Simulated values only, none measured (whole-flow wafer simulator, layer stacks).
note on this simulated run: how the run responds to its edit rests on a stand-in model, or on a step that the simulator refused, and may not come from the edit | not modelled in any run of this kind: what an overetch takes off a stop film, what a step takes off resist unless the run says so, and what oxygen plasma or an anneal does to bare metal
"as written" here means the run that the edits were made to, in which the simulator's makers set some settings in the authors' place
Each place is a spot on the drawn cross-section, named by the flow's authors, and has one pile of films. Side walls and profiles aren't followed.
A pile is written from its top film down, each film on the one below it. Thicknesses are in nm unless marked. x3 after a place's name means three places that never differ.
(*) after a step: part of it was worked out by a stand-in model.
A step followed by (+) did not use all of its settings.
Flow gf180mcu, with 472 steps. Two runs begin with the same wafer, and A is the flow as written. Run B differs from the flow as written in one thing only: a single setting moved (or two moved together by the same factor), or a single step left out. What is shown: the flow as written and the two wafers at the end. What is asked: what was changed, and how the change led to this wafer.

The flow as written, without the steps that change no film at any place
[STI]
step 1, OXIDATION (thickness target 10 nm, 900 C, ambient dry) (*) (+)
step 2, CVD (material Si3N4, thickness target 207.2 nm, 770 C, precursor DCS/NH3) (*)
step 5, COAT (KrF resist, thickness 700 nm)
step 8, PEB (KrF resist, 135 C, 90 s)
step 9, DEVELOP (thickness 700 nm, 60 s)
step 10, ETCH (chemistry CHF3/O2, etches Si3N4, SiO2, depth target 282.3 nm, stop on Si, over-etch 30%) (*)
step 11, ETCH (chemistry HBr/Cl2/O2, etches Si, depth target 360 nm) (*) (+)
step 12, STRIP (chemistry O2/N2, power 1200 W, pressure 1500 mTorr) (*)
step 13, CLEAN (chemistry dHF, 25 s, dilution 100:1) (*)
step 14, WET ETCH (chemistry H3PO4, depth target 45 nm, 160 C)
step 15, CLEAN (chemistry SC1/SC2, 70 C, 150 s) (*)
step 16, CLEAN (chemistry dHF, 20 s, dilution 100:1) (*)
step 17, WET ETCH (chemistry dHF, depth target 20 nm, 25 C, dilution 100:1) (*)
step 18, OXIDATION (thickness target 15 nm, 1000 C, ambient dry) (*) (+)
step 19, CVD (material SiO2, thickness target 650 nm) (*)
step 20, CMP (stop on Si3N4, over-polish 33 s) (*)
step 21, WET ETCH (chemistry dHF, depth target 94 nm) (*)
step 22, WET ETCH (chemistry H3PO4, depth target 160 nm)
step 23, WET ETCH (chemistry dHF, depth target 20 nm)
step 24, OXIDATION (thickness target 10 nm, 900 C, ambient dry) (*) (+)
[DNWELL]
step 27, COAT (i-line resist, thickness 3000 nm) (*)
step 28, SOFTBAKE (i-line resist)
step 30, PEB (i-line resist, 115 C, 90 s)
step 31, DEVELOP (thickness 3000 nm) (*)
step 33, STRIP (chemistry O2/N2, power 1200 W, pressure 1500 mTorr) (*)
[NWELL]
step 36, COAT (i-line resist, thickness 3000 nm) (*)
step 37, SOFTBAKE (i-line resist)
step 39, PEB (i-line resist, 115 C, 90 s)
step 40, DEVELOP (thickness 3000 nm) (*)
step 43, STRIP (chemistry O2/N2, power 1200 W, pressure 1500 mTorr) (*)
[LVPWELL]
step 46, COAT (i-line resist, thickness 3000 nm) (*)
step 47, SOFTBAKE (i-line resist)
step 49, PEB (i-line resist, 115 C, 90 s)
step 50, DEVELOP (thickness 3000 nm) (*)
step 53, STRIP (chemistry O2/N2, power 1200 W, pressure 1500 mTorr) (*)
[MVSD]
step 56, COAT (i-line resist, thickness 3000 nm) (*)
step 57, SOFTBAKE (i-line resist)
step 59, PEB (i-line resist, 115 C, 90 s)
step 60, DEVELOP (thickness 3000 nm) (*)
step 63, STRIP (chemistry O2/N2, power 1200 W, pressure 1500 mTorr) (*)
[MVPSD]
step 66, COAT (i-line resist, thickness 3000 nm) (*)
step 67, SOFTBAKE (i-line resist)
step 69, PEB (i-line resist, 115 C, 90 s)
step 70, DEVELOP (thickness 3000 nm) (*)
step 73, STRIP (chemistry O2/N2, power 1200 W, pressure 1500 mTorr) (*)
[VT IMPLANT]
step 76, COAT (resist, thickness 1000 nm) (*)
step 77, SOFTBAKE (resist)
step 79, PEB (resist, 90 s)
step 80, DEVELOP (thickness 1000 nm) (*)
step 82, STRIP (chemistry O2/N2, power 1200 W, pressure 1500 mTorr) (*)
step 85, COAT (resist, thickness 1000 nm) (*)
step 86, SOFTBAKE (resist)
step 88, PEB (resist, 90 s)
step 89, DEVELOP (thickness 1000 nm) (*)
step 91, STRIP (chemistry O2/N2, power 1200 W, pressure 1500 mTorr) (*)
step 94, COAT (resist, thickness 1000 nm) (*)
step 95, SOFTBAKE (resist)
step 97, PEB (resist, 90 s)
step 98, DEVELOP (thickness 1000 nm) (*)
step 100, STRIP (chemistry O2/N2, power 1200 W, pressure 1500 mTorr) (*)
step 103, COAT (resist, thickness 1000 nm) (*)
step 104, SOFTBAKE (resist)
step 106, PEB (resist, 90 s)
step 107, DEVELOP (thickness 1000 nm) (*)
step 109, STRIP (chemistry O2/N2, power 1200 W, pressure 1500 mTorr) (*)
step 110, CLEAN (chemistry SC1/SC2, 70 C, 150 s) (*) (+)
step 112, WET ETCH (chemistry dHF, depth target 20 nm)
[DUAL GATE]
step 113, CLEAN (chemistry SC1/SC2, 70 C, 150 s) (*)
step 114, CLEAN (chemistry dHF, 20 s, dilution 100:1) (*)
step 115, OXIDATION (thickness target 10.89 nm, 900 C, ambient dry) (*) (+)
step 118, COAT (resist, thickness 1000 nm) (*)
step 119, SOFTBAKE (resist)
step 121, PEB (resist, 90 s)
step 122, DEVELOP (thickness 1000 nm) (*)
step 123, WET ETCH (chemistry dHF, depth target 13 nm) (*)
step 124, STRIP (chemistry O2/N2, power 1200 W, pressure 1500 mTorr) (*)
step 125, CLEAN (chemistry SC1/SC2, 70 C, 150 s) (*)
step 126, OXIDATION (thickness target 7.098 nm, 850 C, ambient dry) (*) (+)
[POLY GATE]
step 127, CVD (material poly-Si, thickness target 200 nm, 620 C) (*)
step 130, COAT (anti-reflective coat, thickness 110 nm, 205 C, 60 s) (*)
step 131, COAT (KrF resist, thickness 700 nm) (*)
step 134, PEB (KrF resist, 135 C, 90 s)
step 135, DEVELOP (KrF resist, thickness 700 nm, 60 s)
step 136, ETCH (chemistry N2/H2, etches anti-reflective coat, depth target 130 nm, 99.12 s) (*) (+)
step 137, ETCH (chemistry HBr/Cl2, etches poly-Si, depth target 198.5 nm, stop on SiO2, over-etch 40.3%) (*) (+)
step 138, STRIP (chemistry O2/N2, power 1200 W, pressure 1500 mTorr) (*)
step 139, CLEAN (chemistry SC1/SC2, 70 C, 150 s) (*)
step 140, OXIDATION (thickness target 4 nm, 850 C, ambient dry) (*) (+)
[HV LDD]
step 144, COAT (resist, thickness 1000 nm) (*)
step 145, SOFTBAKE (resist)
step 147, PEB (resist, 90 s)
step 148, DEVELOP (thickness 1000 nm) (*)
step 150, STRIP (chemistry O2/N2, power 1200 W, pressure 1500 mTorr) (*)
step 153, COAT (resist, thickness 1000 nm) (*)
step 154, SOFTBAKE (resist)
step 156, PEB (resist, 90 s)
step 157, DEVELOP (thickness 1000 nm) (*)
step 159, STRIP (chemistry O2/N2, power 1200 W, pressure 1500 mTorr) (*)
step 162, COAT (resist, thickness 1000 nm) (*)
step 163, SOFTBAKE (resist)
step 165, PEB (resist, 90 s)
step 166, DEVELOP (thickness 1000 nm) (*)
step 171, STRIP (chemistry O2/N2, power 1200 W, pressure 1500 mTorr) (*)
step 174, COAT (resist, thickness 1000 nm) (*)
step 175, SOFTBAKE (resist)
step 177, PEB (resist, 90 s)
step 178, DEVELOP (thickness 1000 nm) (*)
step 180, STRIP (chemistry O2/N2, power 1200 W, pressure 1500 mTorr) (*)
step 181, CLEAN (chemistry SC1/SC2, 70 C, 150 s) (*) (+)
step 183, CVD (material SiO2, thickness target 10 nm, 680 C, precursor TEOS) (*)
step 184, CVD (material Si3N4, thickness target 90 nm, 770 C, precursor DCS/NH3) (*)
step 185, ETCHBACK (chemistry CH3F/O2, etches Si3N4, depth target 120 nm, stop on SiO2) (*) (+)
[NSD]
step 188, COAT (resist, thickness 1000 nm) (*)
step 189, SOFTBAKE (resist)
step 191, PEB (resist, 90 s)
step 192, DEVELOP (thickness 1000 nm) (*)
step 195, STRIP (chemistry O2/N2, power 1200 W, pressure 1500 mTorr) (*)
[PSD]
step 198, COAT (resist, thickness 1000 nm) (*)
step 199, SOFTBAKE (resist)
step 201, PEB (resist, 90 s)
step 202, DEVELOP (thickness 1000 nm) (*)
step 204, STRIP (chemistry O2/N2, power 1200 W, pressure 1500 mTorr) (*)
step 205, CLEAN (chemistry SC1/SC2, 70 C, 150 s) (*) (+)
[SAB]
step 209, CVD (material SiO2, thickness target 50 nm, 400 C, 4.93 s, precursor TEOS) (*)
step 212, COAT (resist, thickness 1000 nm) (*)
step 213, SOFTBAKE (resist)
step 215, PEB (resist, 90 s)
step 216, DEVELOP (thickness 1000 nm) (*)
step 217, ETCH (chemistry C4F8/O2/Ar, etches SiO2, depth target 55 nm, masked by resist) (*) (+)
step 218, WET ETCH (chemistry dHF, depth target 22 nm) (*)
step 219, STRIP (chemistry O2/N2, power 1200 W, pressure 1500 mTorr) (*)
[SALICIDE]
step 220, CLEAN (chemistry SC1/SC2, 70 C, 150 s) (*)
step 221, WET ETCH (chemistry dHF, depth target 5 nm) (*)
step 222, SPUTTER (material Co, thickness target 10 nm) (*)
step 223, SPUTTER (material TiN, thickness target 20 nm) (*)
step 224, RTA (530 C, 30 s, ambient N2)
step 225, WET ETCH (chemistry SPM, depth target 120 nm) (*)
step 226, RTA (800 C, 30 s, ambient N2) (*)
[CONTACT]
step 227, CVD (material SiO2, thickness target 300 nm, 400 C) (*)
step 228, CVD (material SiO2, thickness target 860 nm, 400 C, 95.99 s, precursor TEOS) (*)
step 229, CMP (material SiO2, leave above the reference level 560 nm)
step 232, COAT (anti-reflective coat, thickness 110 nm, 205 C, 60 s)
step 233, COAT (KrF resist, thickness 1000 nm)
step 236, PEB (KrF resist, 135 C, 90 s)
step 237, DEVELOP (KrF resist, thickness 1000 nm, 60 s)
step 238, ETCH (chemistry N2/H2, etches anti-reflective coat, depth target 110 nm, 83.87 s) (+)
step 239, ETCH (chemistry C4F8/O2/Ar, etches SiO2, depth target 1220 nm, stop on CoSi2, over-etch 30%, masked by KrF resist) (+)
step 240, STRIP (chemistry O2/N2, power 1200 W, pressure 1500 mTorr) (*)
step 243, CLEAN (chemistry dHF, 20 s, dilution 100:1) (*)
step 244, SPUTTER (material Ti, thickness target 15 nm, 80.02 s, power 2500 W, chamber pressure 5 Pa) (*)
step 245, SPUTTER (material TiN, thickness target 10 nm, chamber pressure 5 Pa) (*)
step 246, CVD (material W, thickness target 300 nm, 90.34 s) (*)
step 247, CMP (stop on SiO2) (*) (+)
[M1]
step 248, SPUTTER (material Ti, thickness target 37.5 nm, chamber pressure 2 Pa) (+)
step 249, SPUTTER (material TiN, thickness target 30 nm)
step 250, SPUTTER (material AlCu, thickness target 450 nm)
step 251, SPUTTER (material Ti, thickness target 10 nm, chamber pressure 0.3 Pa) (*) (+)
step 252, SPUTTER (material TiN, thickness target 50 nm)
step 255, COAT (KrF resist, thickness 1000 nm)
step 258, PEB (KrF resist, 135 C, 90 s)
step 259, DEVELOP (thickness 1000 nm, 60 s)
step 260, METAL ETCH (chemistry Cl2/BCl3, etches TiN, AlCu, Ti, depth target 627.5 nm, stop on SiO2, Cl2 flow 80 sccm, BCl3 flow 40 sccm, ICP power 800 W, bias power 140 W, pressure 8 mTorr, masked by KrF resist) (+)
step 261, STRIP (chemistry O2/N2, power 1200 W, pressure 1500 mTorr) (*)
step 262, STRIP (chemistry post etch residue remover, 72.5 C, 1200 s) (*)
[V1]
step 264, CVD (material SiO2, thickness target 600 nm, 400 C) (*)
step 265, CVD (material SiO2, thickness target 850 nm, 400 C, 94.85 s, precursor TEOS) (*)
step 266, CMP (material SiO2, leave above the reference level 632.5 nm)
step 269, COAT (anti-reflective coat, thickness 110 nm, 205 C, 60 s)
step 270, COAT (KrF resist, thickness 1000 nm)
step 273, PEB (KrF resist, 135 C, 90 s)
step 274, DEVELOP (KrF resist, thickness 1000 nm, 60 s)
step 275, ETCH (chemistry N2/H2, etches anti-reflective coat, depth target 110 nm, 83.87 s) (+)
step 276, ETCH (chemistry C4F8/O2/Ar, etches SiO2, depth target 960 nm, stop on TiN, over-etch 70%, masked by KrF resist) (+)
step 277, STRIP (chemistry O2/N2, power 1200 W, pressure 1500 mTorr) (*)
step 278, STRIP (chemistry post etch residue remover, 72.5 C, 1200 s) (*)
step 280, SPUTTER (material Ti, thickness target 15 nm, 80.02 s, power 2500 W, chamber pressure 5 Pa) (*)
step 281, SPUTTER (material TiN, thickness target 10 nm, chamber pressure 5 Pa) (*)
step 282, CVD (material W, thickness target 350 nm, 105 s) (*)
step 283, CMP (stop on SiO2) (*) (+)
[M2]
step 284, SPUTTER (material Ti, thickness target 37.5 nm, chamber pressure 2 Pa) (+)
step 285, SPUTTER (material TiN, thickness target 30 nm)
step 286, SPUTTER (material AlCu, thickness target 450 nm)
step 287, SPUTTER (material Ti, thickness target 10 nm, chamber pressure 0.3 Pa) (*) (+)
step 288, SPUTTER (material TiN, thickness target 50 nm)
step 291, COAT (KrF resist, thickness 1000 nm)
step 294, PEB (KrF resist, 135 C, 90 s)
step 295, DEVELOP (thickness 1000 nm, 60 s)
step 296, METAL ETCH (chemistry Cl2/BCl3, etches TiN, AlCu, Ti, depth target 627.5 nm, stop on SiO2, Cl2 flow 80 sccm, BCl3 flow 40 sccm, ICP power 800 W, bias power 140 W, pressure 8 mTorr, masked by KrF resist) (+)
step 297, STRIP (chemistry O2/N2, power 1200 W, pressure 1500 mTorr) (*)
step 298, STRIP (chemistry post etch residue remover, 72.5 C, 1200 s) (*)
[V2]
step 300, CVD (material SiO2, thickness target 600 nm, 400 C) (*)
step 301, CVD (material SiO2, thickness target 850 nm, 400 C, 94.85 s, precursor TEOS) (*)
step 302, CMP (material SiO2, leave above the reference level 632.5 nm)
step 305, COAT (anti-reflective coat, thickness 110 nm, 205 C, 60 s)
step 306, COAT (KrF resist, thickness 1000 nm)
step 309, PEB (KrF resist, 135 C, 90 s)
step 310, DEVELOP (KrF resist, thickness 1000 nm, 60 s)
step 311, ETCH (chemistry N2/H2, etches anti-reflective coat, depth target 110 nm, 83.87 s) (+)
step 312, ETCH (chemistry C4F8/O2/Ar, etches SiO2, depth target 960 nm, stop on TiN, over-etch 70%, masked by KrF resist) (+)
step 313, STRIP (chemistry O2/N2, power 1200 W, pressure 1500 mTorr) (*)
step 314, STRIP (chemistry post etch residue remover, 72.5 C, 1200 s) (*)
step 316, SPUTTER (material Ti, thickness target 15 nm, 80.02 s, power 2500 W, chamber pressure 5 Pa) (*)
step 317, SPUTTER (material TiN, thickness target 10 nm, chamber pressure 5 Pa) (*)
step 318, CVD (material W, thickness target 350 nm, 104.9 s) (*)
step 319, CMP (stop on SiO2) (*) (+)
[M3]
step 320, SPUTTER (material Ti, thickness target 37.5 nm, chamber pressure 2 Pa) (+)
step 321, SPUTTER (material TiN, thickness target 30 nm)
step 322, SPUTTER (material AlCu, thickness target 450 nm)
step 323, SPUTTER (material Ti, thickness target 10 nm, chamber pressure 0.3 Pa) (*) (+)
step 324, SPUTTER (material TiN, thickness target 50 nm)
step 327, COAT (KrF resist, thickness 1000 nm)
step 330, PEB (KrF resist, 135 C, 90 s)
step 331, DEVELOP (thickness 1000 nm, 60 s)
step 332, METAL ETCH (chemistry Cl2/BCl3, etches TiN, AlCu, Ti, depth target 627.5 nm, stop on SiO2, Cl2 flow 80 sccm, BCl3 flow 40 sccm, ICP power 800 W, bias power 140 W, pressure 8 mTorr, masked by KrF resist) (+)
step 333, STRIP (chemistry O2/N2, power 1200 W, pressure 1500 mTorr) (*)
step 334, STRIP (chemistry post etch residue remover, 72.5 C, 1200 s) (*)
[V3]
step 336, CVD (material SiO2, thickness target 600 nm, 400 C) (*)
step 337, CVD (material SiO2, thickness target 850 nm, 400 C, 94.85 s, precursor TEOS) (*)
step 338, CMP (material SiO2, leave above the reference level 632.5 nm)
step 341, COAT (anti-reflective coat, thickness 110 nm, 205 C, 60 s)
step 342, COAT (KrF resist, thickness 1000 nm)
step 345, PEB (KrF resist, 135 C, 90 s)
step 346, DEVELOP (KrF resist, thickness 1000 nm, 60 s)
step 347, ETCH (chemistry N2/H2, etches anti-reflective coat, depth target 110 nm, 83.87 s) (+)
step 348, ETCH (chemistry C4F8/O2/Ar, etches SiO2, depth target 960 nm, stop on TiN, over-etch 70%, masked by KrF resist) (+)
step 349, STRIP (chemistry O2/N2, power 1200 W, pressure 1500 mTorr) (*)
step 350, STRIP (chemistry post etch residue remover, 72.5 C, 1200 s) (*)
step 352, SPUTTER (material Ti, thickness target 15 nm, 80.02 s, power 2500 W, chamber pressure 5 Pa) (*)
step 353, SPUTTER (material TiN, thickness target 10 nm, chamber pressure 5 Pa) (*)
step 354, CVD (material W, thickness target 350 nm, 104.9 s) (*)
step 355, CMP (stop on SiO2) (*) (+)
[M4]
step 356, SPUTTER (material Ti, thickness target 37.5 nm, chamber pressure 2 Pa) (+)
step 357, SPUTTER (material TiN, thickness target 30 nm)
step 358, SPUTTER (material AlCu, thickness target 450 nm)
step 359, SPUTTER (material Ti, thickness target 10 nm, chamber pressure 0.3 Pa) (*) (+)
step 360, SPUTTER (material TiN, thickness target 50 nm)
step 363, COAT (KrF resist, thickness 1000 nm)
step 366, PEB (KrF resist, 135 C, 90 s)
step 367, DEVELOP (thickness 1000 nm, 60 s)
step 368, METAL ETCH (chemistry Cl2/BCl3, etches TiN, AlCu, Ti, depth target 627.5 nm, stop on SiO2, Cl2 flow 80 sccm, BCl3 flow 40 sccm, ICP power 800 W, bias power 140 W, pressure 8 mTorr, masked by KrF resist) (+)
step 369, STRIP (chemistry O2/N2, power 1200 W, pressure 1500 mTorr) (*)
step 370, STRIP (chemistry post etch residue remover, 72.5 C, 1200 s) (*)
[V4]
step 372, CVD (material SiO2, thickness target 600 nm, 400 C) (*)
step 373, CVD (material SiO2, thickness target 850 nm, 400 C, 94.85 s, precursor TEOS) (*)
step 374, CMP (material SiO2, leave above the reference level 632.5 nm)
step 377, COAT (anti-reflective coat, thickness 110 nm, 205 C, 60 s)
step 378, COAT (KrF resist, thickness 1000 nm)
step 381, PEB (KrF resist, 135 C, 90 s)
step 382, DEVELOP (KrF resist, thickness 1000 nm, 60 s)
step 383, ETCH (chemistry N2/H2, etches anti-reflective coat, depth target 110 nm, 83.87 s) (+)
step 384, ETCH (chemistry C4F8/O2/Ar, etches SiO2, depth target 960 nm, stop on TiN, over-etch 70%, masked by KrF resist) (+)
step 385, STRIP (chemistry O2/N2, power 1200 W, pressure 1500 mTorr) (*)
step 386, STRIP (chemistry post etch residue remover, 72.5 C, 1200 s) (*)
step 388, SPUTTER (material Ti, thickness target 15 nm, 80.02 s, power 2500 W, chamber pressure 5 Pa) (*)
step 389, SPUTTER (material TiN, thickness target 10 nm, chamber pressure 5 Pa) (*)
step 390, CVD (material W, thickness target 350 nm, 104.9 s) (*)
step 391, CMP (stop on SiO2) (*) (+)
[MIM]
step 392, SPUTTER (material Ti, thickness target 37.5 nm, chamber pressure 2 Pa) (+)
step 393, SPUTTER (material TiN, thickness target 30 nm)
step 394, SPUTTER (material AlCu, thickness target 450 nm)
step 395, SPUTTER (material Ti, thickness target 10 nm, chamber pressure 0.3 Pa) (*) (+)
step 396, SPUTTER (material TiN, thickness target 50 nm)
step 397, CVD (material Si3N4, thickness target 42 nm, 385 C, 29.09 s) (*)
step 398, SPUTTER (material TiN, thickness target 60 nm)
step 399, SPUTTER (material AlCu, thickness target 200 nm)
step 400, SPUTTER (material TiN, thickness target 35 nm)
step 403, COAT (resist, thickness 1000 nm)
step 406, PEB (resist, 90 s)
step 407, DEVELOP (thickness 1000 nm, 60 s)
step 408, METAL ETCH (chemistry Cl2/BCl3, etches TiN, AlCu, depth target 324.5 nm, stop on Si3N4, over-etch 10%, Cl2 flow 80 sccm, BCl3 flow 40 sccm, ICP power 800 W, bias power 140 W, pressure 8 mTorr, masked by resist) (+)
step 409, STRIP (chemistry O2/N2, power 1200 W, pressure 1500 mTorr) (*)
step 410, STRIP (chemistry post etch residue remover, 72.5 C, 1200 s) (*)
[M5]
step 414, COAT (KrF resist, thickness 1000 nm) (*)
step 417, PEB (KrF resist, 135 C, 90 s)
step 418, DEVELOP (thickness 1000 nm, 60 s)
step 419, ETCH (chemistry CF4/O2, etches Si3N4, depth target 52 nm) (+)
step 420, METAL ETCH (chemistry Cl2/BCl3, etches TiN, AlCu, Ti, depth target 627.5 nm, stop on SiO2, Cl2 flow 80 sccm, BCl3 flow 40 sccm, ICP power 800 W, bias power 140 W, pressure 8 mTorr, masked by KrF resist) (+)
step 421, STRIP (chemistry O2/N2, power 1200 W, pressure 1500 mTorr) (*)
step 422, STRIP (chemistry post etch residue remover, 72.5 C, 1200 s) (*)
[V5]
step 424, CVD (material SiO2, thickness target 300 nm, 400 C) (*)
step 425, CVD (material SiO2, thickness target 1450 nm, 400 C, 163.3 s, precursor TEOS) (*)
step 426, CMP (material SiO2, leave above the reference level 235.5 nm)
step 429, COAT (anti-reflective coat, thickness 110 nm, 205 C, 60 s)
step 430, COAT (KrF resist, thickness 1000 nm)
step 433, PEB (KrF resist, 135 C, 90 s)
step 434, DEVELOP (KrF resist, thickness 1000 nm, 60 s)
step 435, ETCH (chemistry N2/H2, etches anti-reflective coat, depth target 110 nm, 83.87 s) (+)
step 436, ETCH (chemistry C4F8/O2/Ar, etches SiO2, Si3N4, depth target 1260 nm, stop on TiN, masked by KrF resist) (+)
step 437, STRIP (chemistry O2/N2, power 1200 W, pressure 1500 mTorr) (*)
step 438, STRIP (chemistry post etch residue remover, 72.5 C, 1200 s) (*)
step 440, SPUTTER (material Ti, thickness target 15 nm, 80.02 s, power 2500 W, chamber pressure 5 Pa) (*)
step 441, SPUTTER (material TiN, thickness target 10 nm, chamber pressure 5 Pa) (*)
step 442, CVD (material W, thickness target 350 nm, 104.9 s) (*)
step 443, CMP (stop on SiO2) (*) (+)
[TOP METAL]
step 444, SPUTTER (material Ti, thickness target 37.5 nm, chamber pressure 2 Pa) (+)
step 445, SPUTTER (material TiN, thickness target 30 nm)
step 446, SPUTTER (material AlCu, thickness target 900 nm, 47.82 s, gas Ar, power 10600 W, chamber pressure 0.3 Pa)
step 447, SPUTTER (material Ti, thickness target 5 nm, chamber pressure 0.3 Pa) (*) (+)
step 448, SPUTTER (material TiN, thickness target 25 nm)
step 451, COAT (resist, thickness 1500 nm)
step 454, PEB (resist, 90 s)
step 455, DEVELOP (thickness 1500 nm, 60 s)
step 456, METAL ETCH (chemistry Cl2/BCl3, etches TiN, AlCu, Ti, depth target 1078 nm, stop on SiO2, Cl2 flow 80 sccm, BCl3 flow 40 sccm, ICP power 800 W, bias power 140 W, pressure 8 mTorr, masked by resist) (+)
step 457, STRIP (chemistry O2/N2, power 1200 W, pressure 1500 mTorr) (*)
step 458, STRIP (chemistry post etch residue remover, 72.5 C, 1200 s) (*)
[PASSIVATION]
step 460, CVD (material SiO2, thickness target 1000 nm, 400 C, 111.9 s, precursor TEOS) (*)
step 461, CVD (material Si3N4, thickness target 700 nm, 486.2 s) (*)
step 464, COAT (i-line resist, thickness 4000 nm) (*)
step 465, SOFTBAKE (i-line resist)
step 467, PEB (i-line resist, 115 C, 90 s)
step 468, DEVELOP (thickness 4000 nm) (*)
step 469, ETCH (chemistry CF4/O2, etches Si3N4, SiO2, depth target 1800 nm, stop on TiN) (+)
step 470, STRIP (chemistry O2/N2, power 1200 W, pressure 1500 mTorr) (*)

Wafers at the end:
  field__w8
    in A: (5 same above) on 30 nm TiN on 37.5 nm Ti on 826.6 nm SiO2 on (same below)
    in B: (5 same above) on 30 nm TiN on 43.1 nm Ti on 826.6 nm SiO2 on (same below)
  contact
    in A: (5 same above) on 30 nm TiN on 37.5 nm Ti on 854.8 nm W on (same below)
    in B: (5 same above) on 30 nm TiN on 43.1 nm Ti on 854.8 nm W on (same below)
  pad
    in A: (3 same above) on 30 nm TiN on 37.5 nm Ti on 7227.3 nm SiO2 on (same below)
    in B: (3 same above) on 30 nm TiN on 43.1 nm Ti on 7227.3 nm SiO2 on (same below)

Cause: step 444, SPUTTER: thickness target 43.1 nm was run, though the flow has thickness target 37.5 nm.
The wafer lets one read it off: field__w8 has Ti 43.1, and step 444 as written asks for 37.5 nm.

Step by step, how the change led to this:
  step 444, SPUTTER (material Ti, thickness target 37.5 nm, chamber pressure 2 Pa) (+)
      field, field__w1, field__w2 and 109 more: A Ti gains 37.5 (new film) | B Ti gains 43.1 (new film)
  step 456, METAL ETCH (chemistry Cl2/BCl3, etches TiN, AlCu, Ti, depth target 1078 nm, stop on SiO2, Cl2 flow 80 sccm, BCl3 flow 40 sccm, ICP power 800 W, bias power 140 W, pressure 8 mTorr, masked by resist) (+)
      field, field__w1, field__w2 and 103 more: A TiN loses 25 (all of it), Ti loses 5 (all of it), AlCu loses 900 (all of it), TiN loses 30 (all of it), Ti loses 37.5 (all of it) | B TiN loses 25 (all of it), Ti loses 5 (all of it), AlCu loses 900 (all of it), TiN loses 30 (all of it), Ti loses 43.1 (all of it)
  step 465, SOFTBAKE (i-line resist)
      field__w5, field__w9: A i-line resist gains 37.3 | B i-line resist gains 30.5
      field__w11, field__w13: A i-line resist gains 37.9 | B i-line resist gains 31.5
      (also at 56 further places)
